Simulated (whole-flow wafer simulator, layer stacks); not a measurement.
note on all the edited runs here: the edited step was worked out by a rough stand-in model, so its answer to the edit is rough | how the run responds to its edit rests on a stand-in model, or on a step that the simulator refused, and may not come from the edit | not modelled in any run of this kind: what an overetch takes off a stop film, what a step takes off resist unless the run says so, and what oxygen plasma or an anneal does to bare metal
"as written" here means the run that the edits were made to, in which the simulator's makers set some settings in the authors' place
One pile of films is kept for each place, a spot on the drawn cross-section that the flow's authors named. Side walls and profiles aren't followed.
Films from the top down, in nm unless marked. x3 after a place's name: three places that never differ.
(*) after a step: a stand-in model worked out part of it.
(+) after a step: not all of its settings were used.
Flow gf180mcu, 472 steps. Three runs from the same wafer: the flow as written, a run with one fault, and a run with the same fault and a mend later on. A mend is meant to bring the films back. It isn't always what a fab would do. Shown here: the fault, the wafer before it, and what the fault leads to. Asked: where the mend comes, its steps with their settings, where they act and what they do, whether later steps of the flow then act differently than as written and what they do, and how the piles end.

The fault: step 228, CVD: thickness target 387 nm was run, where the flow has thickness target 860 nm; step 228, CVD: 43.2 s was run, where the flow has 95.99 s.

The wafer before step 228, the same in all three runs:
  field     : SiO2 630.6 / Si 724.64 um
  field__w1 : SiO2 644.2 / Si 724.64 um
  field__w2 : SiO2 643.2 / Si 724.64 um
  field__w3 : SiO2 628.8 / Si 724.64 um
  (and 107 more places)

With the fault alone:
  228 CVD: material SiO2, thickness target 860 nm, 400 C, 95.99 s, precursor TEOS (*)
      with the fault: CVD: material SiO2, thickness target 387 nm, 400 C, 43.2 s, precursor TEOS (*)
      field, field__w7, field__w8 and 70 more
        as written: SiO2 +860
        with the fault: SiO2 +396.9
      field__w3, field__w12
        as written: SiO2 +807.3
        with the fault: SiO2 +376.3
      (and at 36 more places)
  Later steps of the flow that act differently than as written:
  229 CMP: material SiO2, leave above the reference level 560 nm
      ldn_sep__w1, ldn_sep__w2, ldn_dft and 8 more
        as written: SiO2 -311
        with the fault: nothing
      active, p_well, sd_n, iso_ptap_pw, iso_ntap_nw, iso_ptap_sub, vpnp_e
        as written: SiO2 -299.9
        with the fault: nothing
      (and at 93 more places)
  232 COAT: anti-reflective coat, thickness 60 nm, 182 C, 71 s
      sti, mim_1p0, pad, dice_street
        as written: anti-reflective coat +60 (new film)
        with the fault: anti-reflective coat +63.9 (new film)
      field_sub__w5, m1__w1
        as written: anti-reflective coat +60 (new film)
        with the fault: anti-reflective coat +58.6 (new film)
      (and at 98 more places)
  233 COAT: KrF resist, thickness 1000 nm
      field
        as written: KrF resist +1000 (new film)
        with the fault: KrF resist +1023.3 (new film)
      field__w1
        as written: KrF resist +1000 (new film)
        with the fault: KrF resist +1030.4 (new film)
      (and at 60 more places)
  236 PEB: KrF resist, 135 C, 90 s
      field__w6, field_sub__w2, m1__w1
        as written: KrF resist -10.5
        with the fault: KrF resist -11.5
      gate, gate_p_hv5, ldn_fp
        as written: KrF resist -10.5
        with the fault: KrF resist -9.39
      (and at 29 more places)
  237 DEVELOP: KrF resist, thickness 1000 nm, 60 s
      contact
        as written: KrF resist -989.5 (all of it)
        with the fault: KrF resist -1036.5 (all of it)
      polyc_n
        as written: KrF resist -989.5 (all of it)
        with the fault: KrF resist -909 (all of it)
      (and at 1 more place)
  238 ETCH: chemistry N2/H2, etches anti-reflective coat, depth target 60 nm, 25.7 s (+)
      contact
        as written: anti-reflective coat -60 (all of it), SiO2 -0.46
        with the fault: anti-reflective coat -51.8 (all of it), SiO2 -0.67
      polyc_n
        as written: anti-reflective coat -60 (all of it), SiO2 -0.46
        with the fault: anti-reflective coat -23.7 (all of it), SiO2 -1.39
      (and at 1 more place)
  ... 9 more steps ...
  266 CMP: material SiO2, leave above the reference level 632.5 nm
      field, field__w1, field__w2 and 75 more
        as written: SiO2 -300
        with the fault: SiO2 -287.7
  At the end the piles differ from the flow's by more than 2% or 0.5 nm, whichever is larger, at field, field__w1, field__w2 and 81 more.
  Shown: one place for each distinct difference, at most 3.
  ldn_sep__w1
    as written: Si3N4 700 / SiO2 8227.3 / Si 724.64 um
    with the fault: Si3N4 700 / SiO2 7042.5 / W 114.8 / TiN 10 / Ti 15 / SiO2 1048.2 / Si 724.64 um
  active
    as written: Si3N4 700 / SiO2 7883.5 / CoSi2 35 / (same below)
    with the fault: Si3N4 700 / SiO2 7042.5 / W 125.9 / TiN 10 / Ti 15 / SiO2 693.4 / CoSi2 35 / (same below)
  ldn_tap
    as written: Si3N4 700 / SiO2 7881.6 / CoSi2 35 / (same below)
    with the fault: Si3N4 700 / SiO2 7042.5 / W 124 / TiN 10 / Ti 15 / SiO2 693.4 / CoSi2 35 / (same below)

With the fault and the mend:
  The mend comes after step 228.
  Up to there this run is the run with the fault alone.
  228a CVD: material SiO2, thickness target 473 nm, 400 C, 52.8 s, precursor TEOS (*) (the flow's step 228 once more, with other settings)
      field, field__w7, field__w8 and 72 more
        SiO2 +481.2
      field_sub__w1, field_sub__w4, field_sub__w5
        SiO2 +468.5
      field__w1, contact
        SiO2 +472.1
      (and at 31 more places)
  Later steps of the flow that act differently than as written:
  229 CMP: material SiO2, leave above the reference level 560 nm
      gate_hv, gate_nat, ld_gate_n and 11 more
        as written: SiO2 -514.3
        with the mend: SiO2 -532.4
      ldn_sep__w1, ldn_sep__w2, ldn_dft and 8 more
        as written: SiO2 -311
        with the mend: SiO2 -329.1
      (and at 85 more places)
  At the end the piles are the same as the flow's at every place that both follow.
